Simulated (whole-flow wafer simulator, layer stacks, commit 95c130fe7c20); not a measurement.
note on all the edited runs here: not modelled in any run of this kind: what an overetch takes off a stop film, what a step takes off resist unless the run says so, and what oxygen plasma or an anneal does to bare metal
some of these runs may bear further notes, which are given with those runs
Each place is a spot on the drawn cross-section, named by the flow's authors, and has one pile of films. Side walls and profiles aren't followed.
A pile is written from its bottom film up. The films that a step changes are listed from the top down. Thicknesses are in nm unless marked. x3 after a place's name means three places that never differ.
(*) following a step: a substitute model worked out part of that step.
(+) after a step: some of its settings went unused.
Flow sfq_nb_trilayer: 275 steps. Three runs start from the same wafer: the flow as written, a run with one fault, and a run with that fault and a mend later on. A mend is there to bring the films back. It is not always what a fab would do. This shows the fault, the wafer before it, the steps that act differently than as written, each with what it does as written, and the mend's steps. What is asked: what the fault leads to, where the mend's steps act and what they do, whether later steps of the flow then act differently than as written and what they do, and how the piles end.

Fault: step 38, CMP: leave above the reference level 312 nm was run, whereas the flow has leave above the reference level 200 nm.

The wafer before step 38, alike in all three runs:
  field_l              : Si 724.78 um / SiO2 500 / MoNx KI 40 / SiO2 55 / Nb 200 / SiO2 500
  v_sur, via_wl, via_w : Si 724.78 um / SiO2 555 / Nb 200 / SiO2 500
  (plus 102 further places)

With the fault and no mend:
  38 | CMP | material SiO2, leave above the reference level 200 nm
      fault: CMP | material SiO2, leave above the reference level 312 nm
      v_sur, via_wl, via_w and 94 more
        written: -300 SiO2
        fault: -188 SiO2
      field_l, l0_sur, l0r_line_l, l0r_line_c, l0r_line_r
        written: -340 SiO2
        fault: -228 SiO2
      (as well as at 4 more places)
  Steps further on in the flow that do not act as written (4 other steps are not shown; they differ only slightly, by no more than 2% or 0.5 nm, whichever is larger):
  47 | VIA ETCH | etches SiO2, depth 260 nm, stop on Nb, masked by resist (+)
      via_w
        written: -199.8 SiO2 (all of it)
        fault: -260 SiO2
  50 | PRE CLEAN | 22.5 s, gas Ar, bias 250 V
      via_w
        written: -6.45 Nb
        fault: -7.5 SiO2
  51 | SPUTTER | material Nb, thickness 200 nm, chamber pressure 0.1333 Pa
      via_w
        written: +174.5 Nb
        fault: +163.1 Nb (new film)
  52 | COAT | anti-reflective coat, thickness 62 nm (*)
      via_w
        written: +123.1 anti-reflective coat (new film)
        fault: +136.1 anti-reflective coat (new film)
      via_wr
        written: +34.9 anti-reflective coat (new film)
        fault: +33.2 anti-reflective coat (new film)
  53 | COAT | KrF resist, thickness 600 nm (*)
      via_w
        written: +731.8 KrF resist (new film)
        fault: +781.6 KrF resist (new film)
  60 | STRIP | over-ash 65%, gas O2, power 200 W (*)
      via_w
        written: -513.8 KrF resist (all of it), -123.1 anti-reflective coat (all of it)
        fault: -563.6 KrF resist (all of it), -136.1 anti-reflective coat (all of it)
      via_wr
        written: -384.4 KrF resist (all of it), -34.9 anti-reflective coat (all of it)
        fault: -378.6 KrF resist (all of it), -33.2 anti-reflective coat (all of it)
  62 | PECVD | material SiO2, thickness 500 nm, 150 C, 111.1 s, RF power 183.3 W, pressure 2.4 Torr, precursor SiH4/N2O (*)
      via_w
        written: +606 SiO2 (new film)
        fault: +678.7 SiO2 (new film)
  The piles end different from the flow's at field_l, v_sur, via_wl and 103 more by more than 2% or 0.5 nm, whichever is larger.
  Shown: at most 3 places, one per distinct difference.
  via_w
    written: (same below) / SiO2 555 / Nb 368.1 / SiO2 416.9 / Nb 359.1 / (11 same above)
    fault: (same below) / SiO2 555 / Nb 200 / SiO2 44.3 / Nb 163.1 / SiO2 489.6 / Nb 359.1 / (11 same above)
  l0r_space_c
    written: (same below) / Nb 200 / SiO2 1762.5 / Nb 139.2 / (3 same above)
    fault: (same below) / Nb 200 / SiO2 1874.5 / Nb 139.2 / (3 same above)
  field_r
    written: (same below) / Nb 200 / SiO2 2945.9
    fault: (same below) / Nb 200 / SiO2 3057.9

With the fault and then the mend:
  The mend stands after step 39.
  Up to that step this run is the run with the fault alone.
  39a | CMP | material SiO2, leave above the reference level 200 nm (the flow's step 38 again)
      field_l, v_sur, via_wl and 103 more
        -112 SiO2
  Every later step of the flow that is run acts as written at every place that is followed.
  The piles end the same as the flow's at every place that both follow.
